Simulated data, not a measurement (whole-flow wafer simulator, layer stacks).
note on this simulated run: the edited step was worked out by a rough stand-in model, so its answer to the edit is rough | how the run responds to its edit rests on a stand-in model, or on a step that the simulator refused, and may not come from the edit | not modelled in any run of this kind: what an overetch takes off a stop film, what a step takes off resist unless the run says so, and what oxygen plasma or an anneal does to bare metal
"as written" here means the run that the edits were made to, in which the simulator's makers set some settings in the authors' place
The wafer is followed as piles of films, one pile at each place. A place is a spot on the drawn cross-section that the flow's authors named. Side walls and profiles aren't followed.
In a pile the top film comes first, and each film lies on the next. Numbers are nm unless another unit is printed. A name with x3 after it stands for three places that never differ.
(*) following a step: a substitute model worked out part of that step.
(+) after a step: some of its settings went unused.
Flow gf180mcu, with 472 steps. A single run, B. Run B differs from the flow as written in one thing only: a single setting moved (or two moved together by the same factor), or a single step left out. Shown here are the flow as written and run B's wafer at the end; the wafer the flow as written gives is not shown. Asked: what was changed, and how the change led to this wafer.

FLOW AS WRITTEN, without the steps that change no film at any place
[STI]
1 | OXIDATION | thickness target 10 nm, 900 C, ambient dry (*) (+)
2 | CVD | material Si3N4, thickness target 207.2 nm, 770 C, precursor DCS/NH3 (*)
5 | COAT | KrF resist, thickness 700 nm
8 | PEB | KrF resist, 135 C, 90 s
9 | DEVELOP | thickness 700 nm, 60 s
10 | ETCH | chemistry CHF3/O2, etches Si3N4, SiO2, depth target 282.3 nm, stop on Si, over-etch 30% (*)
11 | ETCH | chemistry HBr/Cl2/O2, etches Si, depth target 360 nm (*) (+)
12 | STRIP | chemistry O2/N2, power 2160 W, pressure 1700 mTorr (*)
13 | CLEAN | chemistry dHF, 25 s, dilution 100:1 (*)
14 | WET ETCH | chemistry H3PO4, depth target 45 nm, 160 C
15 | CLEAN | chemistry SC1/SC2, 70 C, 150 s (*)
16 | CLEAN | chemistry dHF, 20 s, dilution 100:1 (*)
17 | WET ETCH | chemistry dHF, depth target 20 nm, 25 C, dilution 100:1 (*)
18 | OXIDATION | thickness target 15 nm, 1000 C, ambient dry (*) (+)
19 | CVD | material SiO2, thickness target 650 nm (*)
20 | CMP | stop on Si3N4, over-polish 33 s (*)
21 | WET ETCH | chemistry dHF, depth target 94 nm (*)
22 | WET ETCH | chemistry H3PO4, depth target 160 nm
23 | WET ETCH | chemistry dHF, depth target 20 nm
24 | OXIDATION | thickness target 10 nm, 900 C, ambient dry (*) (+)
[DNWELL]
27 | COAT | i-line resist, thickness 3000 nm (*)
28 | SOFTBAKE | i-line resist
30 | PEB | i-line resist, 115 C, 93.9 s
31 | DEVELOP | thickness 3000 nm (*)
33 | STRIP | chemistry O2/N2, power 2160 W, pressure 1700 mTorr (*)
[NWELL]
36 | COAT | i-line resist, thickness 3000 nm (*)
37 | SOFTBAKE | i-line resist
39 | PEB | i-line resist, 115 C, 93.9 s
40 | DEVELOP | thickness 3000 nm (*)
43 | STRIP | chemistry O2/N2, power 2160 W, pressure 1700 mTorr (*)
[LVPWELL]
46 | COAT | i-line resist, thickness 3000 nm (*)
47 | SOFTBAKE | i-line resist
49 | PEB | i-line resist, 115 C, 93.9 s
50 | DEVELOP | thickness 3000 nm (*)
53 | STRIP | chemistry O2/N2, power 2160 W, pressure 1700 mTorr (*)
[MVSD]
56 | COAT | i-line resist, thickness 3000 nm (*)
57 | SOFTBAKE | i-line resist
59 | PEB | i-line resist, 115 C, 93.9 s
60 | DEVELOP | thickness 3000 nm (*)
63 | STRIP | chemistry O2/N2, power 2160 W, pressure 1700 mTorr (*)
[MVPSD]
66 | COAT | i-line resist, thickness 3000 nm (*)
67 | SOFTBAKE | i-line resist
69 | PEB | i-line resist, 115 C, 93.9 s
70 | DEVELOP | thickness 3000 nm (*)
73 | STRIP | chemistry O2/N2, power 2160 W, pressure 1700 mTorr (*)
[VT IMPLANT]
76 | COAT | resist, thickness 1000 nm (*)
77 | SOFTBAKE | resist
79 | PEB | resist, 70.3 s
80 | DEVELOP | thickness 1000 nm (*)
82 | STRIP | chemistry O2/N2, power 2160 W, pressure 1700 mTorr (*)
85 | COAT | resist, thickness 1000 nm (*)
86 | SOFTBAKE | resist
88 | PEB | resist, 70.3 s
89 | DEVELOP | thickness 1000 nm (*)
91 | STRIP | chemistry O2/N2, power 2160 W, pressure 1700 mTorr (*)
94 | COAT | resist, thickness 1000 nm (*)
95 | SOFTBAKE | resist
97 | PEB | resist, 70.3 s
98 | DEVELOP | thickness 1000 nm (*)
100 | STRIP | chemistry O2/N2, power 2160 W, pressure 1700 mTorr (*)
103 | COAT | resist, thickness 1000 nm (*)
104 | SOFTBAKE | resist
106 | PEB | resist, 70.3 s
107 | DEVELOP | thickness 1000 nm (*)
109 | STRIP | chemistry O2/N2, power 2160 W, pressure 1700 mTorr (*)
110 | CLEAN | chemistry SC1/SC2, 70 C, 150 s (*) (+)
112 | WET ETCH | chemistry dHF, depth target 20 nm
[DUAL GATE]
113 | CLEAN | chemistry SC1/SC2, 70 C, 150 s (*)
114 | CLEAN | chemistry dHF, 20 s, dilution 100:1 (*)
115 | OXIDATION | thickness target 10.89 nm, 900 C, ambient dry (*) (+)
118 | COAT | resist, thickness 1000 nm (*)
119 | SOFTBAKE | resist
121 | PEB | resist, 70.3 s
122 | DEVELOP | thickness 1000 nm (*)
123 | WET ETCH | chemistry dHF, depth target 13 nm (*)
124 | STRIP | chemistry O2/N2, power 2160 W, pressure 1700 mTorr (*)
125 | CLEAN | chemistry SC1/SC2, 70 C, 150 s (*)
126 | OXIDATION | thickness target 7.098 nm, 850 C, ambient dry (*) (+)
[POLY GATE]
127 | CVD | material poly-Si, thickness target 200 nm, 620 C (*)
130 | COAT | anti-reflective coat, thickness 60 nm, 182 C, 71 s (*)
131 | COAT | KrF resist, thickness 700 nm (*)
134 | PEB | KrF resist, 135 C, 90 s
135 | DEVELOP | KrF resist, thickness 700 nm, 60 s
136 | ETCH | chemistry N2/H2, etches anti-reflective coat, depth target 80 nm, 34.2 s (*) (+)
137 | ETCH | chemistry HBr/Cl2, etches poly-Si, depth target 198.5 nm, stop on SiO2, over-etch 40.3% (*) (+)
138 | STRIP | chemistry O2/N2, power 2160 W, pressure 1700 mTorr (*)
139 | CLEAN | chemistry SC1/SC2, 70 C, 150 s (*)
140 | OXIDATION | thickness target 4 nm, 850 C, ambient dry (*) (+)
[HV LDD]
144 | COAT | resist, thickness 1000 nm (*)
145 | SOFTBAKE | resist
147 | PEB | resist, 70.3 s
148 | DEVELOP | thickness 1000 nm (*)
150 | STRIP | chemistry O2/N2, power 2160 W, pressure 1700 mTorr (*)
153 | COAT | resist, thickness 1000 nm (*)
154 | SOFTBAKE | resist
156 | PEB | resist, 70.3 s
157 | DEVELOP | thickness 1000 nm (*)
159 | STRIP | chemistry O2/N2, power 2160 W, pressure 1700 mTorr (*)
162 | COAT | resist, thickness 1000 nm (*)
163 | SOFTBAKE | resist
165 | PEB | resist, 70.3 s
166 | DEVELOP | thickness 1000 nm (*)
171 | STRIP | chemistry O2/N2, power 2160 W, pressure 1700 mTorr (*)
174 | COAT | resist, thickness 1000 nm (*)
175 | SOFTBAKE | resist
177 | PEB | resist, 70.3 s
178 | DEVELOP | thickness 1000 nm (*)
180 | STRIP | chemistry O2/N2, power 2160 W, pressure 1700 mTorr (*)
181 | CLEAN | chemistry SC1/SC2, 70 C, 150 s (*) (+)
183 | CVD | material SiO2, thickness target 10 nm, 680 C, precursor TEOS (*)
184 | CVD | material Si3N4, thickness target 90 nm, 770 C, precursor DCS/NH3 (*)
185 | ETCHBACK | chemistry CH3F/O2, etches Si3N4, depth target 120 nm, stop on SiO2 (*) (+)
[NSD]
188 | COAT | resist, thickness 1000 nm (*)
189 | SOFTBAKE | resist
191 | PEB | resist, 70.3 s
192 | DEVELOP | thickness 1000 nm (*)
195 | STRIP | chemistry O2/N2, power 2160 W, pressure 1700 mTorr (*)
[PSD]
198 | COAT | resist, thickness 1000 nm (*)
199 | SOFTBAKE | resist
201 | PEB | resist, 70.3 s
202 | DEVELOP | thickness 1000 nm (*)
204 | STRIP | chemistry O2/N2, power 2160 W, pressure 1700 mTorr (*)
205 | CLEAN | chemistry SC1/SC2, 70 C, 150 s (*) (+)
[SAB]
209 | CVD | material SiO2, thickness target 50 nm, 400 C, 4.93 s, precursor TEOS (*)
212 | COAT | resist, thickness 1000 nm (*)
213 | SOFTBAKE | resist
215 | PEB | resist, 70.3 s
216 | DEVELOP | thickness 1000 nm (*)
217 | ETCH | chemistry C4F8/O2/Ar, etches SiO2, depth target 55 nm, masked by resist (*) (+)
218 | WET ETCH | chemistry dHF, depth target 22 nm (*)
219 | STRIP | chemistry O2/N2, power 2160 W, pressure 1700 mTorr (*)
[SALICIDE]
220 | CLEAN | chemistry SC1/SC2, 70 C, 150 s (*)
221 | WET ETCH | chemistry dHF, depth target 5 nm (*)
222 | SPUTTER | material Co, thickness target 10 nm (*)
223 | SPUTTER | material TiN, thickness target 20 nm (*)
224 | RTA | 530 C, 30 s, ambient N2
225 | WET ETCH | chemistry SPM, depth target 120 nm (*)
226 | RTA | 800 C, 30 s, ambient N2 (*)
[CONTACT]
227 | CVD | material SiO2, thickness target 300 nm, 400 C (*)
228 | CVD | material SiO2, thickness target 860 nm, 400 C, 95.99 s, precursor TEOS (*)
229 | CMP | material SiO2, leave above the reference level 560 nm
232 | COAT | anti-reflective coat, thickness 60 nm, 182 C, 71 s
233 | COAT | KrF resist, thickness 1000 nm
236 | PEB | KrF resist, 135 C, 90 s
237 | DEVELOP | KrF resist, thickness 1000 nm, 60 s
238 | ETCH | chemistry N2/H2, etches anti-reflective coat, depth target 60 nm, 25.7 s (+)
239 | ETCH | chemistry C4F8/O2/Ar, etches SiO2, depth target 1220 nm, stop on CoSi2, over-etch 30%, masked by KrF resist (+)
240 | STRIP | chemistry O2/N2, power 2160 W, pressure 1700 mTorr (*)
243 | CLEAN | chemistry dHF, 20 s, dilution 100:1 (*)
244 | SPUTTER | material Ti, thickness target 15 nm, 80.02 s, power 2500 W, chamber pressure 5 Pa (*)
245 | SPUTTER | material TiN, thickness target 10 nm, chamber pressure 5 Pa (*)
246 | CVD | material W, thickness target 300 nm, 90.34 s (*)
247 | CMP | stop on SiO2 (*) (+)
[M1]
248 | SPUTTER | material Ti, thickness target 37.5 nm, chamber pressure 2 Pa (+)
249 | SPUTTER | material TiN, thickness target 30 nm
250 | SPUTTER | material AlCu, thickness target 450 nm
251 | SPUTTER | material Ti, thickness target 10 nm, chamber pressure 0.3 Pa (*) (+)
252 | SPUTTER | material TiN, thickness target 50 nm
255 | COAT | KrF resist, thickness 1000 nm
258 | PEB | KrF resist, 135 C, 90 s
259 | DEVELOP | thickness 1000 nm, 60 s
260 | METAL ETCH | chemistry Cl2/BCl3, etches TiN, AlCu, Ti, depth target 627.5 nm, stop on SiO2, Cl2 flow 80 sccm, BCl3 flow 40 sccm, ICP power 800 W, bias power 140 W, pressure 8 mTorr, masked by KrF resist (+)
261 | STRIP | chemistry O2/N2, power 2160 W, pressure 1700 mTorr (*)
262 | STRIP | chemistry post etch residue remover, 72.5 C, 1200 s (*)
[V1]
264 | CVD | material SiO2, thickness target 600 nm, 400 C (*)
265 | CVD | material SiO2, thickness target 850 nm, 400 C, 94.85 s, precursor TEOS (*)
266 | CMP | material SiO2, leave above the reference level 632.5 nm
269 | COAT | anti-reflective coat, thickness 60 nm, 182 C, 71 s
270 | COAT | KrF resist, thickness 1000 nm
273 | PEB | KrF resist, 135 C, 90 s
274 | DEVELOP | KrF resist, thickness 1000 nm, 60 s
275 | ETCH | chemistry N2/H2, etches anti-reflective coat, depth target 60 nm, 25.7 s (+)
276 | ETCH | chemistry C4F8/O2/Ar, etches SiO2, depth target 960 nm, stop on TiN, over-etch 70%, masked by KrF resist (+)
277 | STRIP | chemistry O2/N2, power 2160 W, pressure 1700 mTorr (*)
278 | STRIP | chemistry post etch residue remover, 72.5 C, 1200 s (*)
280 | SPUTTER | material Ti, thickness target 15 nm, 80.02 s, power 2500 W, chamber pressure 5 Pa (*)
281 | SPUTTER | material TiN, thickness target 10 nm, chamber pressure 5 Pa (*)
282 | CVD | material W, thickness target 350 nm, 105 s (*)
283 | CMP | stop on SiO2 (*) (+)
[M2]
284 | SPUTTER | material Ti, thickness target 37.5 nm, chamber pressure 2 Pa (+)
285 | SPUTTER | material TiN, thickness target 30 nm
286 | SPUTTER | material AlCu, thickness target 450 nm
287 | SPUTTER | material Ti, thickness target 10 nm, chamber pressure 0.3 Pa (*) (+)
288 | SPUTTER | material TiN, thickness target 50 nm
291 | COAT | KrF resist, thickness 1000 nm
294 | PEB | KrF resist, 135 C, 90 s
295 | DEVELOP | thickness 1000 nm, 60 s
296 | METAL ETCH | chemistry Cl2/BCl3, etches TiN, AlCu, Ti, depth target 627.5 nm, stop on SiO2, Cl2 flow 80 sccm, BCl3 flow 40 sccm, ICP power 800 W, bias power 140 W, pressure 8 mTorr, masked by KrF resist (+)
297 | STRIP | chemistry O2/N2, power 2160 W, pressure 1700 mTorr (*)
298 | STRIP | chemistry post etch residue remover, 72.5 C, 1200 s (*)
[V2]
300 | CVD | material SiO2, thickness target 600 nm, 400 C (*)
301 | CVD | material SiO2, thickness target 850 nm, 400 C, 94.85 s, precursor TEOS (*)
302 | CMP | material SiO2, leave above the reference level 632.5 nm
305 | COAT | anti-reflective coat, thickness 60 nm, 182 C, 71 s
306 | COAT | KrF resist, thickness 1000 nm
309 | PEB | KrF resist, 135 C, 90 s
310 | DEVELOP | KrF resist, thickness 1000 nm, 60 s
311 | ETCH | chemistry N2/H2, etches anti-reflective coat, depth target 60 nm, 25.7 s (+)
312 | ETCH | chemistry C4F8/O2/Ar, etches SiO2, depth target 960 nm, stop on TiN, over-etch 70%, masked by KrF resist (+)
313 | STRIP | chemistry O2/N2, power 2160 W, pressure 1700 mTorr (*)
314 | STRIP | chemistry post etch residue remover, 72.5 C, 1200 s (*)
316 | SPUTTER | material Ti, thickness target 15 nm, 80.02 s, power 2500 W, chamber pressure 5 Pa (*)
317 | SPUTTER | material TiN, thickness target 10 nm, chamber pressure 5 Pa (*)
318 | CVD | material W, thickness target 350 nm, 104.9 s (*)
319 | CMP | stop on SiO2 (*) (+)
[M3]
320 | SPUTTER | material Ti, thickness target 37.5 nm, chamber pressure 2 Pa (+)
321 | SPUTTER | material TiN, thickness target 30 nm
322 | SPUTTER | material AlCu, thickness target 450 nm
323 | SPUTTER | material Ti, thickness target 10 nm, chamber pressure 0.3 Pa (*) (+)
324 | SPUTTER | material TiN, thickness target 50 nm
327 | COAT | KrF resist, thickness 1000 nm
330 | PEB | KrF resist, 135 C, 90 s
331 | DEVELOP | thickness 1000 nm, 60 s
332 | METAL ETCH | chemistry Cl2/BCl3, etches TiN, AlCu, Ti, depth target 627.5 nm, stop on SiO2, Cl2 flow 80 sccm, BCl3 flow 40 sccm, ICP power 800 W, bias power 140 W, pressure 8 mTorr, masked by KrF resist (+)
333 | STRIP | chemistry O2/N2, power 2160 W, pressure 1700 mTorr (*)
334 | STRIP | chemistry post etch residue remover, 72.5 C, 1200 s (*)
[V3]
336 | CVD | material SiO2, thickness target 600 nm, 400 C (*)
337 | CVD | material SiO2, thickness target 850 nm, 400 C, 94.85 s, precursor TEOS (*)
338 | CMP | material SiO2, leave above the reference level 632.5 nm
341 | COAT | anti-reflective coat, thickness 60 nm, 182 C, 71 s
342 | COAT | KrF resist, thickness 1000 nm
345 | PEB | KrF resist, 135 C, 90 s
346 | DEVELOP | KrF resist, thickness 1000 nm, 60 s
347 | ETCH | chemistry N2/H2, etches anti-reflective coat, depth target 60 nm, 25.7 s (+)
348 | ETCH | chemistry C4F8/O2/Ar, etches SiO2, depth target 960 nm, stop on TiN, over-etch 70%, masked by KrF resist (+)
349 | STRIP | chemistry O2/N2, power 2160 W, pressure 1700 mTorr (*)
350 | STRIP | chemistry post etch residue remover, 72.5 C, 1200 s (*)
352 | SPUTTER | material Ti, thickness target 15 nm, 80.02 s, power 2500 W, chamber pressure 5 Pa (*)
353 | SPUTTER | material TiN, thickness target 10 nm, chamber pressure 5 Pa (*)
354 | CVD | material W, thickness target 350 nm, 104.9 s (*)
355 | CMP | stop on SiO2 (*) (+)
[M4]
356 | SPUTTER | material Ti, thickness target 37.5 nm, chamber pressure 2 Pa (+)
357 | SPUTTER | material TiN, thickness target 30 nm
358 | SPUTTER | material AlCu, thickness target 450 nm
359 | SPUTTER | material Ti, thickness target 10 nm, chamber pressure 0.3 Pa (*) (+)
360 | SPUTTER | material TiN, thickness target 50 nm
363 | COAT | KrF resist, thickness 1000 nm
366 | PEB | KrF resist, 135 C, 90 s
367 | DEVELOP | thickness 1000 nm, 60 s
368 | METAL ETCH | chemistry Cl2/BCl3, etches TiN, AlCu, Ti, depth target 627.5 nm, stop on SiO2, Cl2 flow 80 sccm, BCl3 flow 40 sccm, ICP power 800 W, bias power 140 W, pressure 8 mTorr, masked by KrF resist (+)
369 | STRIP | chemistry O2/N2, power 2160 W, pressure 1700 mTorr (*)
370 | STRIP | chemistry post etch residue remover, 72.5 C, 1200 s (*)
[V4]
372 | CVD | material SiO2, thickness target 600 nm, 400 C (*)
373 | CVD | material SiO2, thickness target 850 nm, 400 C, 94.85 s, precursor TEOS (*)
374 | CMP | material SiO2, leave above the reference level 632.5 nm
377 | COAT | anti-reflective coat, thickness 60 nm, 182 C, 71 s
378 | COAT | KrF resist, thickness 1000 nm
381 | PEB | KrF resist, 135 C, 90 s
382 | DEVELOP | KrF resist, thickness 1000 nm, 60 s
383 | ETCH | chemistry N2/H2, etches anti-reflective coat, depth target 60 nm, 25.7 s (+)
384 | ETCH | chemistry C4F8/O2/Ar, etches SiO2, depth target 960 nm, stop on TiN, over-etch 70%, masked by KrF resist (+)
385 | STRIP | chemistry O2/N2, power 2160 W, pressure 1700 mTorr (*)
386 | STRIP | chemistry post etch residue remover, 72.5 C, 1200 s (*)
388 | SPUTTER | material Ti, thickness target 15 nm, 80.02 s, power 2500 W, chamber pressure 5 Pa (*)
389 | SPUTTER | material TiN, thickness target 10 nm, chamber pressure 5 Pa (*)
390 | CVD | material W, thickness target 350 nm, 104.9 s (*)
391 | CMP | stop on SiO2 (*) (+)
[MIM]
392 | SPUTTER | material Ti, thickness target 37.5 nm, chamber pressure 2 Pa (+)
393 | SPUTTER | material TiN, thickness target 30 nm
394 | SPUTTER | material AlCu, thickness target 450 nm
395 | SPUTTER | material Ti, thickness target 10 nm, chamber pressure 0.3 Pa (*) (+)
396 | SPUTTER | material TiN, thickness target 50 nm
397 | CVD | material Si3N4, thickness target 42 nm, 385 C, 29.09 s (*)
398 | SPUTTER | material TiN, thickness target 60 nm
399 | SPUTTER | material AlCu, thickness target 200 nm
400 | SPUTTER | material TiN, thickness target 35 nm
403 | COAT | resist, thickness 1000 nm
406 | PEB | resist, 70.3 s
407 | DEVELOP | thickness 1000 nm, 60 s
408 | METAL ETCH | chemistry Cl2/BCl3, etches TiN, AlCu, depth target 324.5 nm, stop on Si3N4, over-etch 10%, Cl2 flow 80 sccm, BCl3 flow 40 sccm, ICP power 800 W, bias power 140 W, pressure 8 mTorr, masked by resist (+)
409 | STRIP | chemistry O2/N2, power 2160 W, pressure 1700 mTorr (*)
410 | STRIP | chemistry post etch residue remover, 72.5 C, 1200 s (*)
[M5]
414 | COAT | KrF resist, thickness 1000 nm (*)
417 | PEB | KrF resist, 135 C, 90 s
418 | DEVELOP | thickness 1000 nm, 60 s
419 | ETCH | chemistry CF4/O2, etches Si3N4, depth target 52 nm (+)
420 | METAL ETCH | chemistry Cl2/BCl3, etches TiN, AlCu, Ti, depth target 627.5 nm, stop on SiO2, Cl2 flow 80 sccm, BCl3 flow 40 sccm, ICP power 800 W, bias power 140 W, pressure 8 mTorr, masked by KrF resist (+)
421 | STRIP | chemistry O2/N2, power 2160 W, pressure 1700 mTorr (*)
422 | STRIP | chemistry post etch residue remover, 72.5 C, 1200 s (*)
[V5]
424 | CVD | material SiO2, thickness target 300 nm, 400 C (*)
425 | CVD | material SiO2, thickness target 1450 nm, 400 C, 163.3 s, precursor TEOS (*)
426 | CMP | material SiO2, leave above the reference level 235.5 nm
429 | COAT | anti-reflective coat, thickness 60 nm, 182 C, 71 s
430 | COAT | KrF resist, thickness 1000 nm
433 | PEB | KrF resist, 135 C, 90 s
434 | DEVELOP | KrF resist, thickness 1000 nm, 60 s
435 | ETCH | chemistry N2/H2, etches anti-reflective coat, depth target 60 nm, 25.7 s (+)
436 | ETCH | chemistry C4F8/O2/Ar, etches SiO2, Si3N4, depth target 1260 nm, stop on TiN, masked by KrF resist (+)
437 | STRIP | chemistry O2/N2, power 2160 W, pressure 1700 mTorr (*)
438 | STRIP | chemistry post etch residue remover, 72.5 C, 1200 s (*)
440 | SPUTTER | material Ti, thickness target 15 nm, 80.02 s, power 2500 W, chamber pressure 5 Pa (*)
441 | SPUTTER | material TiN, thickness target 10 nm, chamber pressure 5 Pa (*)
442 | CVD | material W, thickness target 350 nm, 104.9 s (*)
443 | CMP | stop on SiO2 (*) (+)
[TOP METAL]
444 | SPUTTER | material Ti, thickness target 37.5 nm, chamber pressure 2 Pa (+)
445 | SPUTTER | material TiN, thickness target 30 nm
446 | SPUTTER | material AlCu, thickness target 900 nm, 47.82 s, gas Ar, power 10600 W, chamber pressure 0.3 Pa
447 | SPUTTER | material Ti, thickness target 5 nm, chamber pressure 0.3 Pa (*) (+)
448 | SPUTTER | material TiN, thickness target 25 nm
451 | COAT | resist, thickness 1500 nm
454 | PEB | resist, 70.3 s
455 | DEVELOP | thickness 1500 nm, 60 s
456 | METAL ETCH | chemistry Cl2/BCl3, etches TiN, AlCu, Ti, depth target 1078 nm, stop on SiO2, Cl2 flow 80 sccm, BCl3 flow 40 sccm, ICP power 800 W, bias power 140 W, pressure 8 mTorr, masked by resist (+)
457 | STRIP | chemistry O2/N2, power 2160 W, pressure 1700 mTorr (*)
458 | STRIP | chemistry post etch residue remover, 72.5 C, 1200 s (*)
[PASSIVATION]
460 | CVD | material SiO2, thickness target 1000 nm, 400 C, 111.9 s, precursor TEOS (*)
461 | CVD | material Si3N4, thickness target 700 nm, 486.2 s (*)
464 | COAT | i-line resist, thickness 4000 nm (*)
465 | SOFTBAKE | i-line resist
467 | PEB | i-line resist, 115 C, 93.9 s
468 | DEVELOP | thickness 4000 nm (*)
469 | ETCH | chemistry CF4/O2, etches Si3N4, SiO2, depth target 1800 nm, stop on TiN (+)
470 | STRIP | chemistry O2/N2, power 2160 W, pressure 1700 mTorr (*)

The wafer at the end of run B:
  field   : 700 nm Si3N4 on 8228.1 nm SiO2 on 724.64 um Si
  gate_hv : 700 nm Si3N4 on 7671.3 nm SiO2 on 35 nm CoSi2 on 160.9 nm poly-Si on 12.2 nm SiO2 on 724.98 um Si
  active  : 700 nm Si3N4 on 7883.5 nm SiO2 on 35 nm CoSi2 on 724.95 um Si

The reason: step 126, OXIDATION: thickness target 4.614 nm was run, though the flow has thickness target 7.098 nm.

How this came from the change, step by step:
  126 | OXIDATION | thickness target 7.098 nm, 850 C, ambient dry (*) (+)
      gate_hv, active_hv, active_nat and 25 more: +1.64 SiO2, -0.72 Si (as written it would have been: +3.72 SiO2, -1.64 Si)
      active, n_well, p_well and 12 more: +4.61 SiO2 (new film), -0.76 chemical SiO2 (all of it), -1.7 Si (as written it would have been: +7.1 SiO2 (new film), -0.76 chemical SiO2 (all of it), -2.79 Si)
  189 | SOFTBAKE | resist
      field__w9: -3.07 resist (as written it would have been: +6.92 resist)
      active_hv: -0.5 resist (as written it would have been: +2.68 resist)
      (and at 1 other place as well)
  199 | SOFTBAKE | resist
      field__w9: -3.07 resist (as written it would have been: +6.92 resist)
      active_hv: -0.5 resist (as written it would have been: +2.68 resist)
      (and at 1 other place as well)
  218 | WET ETCH | chemistry dHF, depth target 22 nm (*)
      active, p_well, sd_n, iso_ptap_pw, iso_ntap_nw, iso_ptap_sub, vpnp_e: -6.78 SiO2 (all of it) (as written it would have been: -9.01 SiO2 (all of it))
      ldn_tap, ldn_src, ldn_drn, ldp_tap, ldp_src, ldp_drn, ldp_gr: -14 SiO2 (all of it) (as written it would have been: -16 SiO2 (all of it))
      (and at 9 other places as well)
  223 | SPUTTER | material TiN, thickness target 20 nm (*)
      field__w12: +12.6 TiN (new film) (as written it would have been: +12 TiN (new film))
  225 | WET ETCH | chemistry SPM, depth target 120 nm (*)
      field__w12: -12.6 TiN (all of it), -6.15 Co (all of it) (as written it would have been: -12 TiN (all of it), -6.15 Co (all of it))
